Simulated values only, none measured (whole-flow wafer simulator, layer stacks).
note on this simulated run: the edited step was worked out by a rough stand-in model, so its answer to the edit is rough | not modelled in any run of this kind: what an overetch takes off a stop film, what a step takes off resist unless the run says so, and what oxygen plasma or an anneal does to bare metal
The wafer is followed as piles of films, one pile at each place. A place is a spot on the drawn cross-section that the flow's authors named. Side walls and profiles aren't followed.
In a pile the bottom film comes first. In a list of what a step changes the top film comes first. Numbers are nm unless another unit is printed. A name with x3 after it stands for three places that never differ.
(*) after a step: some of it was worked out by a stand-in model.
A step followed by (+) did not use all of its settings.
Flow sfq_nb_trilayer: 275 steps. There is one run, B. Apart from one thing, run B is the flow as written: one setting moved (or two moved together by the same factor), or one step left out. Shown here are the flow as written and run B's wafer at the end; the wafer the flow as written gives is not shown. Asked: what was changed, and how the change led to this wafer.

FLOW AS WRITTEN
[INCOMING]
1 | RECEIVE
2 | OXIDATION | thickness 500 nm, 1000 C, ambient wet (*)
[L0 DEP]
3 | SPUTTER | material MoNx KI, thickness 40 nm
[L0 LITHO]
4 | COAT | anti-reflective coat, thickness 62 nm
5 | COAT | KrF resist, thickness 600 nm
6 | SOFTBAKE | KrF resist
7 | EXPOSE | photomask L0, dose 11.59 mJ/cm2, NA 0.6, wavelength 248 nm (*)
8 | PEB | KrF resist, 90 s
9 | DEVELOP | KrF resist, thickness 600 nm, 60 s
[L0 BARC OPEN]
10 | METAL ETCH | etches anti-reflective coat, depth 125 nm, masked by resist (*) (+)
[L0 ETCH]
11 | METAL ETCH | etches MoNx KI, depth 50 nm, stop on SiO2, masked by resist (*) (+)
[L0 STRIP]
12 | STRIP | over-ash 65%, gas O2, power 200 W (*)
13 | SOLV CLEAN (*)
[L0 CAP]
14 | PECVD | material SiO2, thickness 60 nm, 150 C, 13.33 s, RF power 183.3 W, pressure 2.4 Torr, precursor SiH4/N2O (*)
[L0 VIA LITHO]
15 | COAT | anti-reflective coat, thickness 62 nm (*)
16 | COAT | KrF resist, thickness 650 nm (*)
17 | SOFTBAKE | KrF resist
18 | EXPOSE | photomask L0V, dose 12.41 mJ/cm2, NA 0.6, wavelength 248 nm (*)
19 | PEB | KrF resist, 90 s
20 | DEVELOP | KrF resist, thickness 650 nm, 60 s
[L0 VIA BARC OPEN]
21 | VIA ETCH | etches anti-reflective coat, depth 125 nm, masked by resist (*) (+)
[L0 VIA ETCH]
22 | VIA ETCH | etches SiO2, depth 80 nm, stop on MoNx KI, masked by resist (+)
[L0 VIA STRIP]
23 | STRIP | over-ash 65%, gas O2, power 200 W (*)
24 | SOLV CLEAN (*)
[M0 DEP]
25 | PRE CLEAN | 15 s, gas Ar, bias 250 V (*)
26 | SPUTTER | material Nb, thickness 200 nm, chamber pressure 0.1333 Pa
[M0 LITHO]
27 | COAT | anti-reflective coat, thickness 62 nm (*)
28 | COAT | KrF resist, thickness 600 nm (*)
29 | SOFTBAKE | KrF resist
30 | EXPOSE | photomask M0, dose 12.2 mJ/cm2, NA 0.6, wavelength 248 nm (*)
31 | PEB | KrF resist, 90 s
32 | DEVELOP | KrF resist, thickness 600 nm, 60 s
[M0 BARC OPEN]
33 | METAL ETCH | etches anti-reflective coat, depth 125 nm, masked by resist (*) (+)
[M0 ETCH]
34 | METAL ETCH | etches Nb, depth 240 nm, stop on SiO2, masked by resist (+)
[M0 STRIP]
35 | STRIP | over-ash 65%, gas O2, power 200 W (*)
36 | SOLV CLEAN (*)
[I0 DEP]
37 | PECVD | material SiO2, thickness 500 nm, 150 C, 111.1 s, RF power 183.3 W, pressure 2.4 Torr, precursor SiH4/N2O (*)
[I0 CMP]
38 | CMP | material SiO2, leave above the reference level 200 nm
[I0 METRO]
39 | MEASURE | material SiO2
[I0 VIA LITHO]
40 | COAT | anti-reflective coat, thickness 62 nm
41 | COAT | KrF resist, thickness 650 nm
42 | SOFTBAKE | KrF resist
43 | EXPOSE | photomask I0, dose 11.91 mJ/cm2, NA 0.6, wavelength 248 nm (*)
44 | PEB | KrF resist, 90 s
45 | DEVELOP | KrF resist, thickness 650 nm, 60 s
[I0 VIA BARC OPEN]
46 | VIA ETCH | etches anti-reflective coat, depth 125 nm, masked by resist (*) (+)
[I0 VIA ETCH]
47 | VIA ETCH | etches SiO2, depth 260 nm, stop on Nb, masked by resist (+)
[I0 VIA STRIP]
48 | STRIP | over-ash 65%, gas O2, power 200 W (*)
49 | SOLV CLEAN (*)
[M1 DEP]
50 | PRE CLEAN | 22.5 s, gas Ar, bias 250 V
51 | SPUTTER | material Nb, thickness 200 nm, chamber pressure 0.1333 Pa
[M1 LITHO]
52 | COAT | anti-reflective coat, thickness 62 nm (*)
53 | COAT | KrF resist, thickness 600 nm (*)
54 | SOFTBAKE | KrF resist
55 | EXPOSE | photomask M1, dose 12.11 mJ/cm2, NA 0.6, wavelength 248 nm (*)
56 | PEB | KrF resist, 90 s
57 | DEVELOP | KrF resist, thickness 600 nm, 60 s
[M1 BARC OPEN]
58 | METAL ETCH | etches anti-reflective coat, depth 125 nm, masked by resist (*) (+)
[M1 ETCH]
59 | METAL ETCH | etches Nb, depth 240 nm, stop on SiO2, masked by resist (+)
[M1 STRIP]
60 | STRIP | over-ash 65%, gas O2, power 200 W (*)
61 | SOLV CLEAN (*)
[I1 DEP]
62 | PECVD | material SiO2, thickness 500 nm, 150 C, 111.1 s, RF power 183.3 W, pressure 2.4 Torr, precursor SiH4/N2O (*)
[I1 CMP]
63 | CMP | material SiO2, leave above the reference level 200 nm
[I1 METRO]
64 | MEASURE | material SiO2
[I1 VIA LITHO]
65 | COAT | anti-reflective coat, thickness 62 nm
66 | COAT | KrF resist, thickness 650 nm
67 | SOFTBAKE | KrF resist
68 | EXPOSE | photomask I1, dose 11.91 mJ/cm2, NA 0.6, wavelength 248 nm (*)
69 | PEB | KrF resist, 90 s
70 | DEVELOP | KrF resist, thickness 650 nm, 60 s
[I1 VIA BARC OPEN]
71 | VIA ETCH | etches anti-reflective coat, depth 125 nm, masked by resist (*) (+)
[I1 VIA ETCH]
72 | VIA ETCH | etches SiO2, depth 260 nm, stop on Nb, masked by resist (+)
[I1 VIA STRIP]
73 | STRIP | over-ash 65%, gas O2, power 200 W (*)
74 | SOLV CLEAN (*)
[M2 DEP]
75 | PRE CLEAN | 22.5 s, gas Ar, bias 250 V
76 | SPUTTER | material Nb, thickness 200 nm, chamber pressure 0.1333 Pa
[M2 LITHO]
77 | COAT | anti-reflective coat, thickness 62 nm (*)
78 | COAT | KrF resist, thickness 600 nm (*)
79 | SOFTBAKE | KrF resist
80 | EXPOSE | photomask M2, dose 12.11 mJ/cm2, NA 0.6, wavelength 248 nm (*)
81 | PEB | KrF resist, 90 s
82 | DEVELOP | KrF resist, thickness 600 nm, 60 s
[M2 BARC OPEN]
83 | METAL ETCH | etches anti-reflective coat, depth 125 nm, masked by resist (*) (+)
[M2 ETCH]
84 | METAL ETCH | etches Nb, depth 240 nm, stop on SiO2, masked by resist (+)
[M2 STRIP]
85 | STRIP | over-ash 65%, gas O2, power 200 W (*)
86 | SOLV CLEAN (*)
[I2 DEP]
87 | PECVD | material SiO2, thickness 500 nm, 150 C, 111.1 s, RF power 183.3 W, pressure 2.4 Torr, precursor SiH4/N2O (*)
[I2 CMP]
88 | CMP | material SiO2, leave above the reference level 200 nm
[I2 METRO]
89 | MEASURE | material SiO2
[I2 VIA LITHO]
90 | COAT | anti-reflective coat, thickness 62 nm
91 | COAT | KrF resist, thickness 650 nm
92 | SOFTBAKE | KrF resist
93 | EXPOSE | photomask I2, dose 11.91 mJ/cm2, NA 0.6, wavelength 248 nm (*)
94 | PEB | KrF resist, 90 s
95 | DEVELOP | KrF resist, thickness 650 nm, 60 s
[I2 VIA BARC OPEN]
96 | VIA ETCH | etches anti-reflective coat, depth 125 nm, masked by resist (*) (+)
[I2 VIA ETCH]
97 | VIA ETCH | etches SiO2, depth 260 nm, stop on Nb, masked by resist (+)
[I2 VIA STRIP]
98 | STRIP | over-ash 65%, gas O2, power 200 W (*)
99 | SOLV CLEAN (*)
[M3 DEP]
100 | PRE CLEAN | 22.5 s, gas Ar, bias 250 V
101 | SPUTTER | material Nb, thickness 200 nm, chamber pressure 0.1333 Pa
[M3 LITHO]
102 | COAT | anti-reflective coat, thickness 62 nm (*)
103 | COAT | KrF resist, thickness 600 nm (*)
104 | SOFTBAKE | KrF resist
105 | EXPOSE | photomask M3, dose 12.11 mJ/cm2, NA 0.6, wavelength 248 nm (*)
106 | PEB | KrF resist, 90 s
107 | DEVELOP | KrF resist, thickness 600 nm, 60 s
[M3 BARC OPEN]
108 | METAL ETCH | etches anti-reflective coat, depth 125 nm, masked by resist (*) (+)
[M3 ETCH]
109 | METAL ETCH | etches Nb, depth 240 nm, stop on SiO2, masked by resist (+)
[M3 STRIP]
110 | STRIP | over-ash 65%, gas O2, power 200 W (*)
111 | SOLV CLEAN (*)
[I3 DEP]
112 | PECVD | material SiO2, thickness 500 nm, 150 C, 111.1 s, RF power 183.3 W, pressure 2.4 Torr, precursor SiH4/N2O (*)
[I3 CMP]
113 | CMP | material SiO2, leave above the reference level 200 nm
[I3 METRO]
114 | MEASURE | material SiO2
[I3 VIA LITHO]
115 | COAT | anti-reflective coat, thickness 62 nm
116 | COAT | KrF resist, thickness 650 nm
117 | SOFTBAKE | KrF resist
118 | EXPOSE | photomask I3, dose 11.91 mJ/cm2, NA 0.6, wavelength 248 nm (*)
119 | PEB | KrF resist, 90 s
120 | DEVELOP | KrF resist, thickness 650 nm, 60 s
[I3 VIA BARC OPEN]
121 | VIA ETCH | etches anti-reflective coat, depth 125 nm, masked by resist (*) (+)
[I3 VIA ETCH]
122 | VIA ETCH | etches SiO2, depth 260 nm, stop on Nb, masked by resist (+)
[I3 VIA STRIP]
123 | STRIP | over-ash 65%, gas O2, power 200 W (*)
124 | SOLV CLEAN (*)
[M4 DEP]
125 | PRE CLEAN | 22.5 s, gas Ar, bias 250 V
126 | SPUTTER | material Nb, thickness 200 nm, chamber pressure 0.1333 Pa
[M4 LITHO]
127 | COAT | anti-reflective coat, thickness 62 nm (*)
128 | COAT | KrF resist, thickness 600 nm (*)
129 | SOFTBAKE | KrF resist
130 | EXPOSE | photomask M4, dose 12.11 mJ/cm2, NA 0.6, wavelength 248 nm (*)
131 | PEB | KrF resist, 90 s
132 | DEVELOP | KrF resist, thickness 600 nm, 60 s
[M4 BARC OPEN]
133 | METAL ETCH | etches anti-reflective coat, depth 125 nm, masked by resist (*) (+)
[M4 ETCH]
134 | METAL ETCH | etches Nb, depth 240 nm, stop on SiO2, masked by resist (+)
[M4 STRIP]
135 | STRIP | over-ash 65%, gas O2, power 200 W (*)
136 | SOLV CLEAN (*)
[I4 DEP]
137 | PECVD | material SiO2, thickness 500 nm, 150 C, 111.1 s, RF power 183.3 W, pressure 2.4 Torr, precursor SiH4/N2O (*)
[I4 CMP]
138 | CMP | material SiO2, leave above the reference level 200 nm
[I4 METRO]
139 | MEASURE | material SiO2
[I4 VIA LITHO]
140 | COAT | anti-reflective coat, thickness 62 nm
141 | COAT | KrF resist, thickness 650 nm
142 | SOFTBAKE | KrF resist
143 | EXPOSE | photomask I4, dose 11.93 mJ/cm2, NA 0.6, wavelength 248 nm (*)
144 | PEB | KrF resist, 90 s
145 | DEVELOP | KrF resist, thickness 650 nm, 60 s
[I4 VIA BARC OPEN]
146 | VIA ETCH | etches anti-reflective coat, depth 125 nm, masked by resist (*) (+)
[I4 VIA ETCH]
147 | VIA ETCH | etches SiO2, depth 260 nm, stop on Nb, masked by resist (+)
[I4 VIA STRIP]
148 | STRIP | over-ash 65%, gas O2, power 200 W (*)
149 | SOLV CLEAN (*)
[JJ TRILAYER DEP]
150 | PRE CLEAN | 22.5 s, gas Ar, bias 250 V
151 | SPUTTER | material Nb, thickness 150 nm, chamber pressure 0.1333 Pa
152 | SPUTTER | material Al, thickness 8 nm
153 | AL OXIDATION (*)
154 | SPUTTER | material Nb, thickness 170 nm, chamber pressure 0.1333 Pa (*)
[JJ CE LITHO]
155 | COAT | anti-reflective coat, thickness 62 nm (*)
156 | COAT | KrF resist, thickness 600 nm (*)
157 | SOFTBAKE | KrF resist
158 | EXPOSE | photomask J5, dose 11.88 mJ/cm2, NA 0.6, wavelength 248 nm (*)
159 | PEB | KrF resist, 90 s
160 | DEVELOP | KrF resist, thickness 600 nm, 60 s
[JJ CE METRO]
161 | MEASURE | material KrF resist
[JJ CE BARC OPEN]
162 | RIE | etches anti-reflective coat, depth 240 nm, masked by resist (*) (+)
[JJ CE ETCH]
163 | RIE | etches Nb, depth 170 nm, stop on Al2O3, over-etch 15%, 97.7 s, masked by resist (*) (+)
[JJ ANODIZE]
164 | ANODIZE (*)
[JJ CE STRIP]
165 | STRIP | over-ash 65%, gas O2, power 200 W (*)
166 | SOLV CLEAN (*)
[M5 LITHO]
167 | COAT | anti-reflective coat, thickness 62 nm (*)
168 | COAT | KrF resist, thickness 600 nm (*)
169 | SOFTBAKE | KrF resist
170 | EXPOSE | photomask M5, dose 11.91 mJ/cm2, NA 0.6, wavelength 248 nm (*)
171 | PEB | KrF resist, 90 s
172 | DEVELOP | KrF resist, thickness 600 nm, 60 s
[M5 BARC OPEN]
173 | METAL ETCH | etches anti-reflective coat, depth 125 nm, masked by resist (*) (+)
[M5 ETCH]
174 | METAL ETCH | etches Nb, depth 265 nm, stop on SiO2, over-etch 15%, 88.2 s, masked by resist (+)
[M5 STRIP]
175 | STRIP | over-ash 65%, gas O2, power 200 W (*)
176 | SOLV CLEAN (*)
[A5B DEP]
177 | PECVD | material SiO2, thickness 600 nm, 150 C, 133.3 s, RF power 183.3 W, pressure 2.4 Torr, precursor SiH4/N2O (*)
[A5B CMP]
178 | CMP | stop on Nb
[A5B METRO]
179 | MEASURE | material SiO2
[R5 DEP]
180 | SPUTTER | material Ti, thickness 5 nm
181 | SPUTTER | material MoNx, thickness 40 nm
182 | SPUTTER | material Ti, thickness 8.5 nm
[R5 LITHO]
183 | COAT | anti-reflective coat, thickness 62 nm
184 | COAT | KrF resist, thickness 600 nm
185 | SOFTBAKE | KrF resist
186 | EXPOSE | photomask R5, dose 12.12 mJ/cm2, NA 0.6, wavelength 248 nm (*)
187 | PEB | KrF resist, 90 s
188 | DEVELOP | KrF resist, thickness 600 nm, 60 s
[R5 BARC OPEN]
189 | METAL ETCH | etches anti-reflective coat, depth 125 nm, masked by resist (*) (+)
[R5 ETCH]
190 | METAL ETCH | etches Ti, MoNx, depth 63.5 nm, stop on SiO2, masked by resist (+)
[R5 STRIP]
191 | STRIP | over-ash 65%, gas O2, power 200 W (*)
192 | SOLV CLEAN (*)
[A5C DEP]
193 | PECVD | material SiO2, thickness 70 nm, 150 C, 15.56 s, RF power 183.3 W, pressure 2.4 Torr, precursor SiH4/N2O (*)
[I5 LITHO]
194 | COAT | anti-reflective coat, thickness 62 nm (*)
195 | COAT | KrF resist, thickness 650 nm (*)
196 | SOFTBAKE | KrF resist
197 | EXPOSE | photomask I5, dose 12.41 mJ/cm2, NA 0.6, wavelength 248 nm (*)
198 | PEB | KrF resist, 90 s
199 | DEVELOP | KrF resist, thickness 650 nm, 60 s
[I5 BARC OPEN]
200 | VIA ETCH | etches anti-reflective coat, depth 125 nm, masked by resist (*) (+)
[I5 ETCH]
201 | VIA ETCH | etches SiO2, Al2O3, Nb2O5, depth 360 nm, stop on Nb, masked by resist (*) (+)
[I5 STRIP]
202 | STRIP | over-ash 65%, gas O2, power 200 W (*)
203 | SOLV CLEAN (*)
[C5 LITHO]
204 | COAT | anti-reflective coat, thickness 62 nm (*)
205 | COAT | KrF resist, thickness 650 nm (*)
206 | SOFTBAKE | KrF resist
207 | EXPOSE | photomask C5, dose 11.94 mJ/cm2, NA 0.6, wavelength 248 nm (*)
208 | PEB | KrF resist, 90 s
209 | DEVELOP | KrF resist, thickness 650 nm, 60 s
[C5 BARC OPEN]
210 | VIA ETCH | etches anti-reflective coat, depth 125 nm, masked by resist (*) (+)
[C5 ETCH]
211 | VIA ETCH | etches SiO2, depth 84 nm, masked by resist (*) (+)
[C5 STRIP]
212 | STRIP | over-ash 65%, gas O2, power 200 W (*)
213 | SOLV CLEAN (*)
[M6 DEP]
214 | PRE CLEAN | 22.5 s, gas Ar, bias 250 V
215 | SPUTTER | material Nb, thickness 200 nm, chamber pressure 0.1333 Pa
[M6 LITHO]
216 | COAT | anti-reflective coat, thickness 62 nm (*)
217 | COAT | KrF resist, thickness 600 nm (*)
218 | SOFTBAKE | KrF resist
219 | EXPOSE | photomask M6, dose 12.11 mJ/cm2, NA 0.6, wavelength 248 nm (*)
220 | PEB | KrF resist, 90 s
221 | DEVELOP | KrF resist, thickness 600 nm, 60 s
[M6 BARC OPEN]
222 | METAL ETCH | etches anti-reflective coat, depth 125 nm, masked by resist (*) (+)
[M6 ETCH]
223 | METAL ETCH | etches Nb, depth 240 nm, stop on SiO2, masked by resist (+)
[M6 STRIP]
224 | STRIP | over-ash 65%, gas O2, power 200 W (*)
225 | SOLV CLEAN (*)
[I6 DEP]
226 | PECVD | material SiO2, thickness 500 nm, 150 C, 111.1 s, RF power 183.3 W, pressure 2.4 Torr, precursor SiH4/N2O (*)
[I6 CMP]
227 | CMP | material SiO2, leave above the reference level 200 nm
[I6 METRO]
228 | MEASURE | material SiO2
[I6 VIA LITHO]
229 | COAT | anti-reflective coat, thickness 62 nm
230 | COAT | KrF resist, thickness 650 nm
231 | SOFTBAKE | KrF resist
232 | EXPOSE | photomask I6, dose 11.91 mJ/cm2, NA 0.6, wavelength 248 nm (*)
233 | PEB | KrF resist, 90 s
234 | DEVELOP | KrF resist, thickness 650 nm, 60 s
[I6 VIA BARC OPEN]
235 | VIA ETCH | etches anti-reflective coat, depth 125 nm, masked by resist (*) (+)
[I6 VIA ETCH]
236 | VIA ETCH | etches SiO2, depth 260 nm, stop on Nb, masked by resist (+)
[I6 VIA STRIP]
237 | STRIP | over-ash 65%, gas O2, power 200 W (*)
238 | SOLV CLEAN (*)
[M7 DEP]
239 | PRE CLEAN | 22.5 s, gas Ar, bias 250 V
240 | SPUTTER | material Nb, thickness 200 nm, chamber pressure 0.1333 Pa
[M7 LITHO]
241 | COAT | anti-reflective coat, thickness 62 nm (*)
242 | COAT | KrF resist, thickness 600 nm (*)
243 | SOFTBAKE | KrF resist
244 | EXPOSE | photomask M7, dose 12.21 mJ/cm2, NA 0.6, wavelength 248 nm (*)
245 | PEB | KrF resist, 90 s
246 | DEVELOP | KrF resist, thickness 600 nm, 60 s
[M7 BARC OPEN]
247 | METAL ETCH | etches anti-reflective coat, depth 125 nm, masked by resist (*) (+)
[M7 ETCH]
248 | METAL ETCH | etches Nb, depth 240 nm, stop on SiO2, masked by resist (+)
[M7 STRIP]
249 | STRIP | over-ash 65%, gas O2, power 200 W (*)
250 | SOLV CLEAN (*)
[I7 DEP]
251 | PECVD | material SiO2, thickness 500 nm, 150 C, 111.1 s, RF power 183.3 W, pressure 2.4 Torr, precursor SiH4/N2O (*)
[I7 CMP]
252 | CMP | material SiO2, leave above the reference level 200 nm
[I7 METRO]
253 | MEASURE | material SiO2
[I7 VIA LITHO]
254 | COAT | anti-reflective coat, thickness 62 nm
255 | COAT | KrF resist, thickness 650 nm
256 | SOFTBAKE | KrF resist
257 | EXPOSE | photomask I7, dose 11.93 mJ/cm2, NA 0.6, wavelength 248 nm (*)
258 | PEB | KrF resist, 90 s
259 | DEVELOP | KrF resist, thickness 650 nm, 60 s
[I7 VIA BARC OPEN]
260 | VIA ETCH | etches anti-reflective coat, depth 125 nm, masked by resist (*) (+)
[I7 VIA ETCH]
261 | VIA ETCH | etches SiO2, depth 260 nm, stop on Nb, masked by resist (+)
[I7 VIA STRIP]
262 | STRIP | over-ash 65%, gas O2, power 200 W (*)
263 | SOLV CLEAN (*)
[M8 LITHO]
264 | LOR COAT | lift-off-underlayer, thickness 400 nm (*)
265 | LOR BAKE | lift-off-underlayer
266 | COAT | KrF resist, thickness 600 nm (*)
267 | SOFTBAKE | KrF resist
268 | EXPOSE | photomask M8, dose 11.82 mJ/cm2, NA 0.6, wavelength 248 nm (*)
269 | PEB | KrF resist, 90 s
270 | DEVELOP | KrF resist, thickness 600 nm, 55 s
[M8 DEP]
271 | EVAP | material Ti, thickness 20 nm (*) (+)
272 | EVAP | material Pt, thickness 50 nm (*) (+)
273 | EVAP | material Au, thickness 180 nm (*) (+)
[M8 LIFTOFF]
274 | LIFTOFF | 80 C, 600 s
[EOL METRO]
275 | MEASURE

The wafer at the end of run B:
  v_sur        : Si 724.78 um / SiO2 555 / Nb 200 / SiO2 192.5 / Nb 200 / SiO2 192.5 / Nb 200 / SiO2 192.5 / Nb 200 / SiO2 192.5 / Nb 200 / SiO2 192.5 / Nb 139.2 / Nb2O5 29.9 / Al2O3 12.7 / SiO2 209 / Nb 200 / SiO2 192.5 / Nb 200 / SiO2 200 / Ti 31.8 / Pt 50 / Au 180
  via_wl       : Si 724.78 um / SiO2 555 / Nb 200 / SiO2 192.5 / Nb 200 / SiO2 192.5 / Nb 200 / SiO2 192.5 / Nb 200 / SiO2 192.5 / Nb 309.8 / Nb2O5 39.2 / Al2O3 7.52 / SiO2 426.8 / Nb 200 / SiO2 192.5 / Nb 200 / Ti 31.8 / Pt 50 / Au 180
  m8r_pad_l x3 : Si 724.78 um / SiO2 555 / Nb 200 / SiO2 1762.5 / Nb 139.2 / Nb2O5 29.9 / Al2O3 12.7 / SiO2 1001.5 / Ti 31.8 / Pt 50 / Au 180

What caused this: step 271, EVAP: thickness 31.8 nm was run, though the flow has thickness 20 nm.
The wafer lets one read it off: v_sur has Ti 31.8, and step 271 as written asks for 20 nm.

How this came from the change, step by step:
  271 | EVAP | material Ti, thickness 20 nm (*) (+)
      field_l, v_sur, via_wl and 103 more: +31.8 Ti (new film) (it would be, as written: +20 Ti (new film))
  274 | LIFTOFF | 80 C, 600 s
      p4_fl x3, p4_w1 x9, p4_g1 x2 and 60 more: -180 Au (all of it), -50 Pt (all of it), -31.8 Ti (all of it), -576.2 KrF resist (all of it), -400 lift-off-underlayer (all of it) (it would be, as written: -180 Au (all of it), -50 Pt (all of it), -20 Ti (all of it), -576.2 KrF resist (all of it), -400 lift-off-underlayer (all of it))
      c5j, ce_r: -180 Au (all of it), -50 Pt (all of it), -31.8 Ti (all of it), -573.3 KrF resist (all of it), -399.3 lift-off-underlayer (all of it) (it would be, as written: -180 Au (all of it), -50 Pt (all of it), -20 Ti (all of it), -573.3 KrF resist (all of it), -399.3 lift-off-underlayer (all of it))
      (and at 19 other places as well)
